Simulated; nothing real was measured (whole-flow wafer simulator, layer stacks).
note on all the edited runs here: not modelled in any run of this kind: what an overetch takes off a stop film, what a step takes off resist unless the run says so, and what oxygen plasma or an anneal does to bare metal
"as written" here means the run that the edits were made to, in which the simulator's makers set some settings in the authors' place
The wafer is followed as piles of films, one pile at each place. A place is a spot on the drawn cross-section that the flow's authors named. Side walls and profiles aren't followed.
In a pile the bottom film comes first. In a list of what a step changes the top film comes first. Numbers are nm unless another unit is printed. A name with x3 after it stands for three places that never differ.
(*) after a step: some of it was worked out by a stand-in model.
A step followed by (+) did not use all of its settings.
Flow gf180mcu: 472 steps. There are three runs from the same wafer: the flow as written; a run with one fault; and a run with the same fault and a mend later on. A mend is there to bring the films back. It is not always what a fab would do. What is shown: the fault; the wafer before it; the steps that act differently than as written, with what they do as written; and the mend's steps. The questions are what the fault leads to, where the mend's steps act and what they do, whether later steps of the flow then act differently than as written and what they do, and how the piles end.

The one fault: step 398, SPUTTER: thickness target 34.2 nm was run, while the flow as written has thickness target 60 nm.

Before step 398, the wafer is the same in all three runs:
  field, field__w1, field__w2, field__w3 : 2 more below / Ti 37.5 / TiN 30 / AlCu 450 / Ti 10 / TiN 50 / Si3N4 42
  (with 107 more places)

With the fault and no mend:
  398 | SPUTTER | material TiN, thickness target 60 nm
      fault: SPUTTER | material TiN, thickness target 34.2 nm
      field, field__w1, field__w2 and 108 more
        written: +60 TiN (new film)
        fault: +34.2 TiN (new film)
  Steps further on in the flow that do not act as written (not shown: 5 more steps that differ only slightly, by at most 2% or 0.5 nm, whichever is larger):
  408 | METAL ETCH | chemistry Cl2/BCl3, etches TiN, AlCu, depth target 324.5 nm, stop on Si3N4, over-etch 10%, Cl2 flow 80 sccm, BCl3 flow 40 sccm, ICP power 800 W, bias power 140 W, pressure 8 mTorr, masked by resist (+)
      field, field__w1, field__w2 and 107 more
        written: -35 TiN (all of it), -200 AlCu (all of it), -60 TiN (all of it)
        fault: -35 TiN (all of it), -200 AlCu (all of it), -34.2 TiN (all of it)
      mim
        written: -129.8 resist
        fault: -118.4 resist
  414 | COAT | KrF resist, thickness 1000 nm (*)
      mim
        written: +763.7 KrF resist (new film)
        fault: +783.4 KrF resist (new film)
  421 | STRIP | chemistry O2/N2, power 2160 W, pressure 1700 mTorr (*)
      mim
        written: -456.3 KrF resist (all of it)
        fault: -475.7 KrF resist (all of it)
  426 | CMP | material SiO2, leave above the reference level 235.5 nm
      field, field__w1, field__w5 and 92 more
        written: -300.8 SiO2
        fault: -326.6 SiO2
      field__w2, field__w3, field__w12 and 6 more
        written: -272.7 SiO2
        fault: -298.5 SiO2
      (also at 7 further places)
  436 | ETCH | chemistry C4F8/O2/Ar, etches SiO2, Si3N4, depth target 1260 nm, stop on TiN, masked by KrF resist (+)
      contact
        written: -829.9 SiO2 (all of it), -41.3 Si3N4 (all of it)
        fault: -804.1 SiO2 (all of it), -41.3 Si3N4 (all of it)
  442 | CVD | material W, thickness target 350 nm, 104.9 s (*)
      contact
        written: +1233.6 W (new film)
        fault: +1207.6 W (new film)
  By the end, the piles at field__w8, contact, m1, m1__w1, mim, m1_nw depart from the flow's by more than 2% or 0.5 nm, whichever is larger.
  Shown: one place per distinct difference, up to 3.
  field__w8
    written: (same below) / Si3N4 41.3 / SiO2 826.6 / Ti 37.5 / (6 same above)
    fault: (same below) / Si3N4 41.3 / SiO2 800.8 / Ti 37.5 / (6 same above)
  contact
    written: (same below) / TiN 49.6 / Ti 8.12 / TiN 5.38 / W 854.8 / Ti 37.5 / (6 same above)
    fault: (same below) / TiN 49.6 / Ti 8.24 / TiN 5.46 / W 828.8 / Ti 37.5 / (6 same above)
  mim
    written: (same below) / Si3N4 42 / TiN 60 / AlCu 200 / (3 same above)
    fault: (same below) / Si3N4 42 / TiN 34.2 / AlCu 200 / (3 same above)

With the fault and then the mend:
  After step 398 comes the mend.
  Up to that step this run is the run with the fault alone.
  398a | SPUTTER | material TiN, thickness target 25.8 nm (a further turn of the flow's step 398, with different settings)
      field, field__w1, field__w2 and 108 more
        +25.8 TiN
  Later steps of the flow that are run all act as written at every place that is followed.
  At every place that both follow, the piles at the end match the flow's.
